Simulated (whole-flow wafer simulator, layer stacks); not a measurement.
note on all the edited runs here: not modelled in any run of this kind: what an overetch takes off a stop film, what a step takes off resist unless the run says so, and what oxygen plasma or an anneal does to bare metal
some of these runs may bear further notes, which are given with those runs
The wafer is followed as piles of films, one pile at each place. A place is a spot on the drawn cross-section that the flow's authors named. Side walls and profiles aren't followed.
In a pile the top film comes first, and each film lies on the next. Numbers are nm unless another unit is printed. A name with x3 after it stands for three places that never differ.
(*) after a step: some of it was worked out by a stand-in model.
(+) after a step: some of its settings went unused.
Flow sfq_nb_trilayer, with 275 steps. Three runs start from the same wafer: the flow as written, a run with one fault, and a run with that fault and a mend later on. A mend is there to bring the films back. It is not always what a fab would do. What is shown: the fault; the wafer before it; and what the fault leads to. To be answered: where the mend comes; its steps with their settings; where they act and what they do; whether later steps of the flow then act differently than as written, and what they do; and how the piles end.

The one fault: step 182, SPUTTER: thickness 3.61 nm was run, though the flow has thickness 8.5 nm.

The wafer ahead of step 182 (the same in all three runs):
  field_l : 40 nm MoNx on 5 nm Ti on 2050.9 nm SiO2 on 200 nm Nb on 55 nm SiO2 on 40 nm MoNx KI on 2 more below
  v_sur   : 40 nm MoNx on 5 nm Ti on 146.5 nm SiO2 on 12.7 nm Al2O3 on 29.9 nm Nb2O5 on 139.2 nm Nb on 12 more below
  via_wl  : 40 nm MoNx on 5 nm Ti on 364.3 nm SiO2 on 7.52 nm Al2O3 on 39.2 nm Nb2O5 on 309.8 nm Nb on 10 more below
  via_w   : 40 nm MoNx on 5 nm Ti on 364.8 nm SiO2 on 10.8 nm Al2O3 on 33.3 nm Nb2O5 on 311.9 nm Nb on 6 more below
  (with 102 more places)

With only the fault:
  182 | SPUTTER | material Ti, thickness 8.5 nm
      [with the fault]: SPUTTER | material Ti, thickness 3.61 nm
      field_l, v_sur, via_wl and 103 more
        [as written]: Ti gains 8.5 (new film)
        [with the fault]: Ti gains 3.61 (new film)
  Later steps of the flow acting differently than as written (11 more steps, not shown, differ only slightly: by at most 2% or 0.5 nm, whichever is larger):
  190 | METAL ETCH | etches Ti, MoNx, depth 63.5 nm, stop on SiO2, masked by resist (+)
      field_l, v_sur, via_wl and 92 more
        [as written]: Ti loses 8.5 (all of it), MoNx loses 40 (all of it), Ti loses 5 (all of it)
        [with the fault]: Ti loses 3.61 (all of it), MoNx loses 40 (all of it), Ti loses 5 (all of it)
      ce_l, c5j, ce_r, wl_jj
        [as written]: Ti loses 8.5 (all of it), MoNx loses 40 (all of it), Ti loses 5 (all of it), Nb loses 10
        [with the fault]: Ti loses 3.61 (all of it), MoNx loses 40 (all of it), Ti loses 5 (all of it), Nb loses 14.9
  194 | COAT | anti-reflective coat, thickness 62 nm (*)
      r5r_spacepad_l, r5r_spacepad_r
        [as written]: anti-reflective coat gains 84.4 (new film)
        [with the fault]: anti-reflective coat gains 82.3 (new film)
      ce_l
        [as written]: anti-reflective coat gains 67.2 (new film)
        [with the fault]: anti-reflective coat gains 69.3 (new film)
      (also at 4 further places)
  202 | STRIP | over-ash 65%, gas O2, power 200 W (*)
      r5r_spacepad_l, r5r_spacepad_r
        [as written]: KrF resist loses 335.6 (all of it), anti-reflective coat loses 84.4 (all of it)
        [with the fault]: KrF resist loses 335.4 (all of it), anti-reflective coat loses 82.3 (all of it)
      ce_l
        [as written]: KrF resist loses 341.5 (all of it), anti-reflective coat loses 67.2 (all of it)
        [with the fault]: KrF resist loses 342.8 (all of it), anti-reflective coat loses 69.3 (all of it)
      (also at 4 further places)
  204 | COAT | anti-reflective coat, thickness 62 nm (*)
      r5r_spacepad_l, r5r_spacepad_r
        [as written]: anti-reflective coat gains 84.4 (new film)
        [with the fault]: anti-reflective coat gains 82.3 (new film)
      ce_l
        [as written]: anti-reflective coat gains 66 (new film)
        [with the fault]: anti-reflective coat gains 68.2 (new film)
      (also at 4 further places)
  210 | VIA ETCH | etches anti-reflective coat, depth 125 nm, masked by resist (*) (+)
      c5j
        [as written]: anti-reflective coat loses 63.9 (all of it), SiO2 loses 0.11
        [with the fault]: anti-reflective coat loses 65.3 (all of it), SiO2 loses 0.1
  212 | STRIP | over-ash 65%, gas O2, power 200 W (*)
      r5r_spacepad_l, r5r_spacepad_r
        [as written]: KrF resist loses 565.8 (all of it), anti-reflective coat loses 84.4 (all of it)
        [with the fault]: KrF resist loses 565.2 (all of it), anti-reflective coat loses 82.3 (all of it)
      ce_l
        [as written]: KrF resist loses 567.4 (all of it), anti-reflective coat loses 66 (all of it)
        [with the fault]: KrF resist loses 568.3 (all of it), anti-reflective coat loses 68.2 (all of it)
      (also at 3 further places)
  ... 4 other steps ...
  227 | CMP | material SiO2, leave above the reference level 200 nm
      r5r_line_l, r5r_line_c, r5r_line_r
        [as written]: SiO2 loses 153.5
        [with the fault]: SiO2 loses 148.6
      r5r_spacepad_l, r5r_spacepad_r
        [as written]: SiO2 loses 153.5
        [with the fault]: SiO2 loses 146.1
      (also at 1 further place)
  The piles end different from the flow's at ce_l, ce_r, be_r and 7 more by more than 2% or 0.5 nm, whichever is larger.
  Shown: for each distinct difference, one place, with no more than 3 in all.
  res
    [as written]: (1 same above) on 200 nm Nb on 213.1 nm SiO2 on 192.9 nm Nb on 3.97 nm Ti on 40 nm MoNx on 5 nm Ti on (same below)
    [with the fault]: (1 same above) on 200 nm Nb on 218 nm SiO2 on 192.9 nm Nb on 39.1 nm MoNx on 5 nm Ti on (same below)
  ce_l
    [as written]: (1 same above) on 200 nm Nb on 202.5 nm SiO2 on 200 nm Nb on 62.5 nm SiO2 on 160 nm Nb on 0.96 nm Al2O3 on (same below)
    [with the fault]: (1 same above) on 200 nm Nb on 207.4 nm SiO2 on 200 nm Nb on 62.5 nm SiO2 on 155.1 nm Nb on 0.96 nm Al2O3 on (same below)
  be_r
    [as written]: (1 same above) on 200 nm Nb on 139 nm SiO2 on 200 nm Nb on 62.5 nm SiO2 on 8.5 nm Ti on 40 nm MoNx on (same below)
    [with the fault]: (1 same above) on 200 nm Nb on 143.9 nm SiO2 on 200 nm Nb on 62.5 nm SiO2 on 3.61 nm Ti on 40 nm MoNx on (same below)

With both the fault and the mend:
  After step 182 comes the mend.
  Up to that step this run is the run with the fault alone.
  182a | SPUTTER | material Ti, thickness 4.89 nm (a further turn of the flow's step 182, with different settings)
      field_l, v_sur, via_wl and 103 more
        Ti gains 4.89
  None of the later steps of the flow acts differently than as written at any place that is followed.
  At every place that both follow, the piles at the end match the flow's.
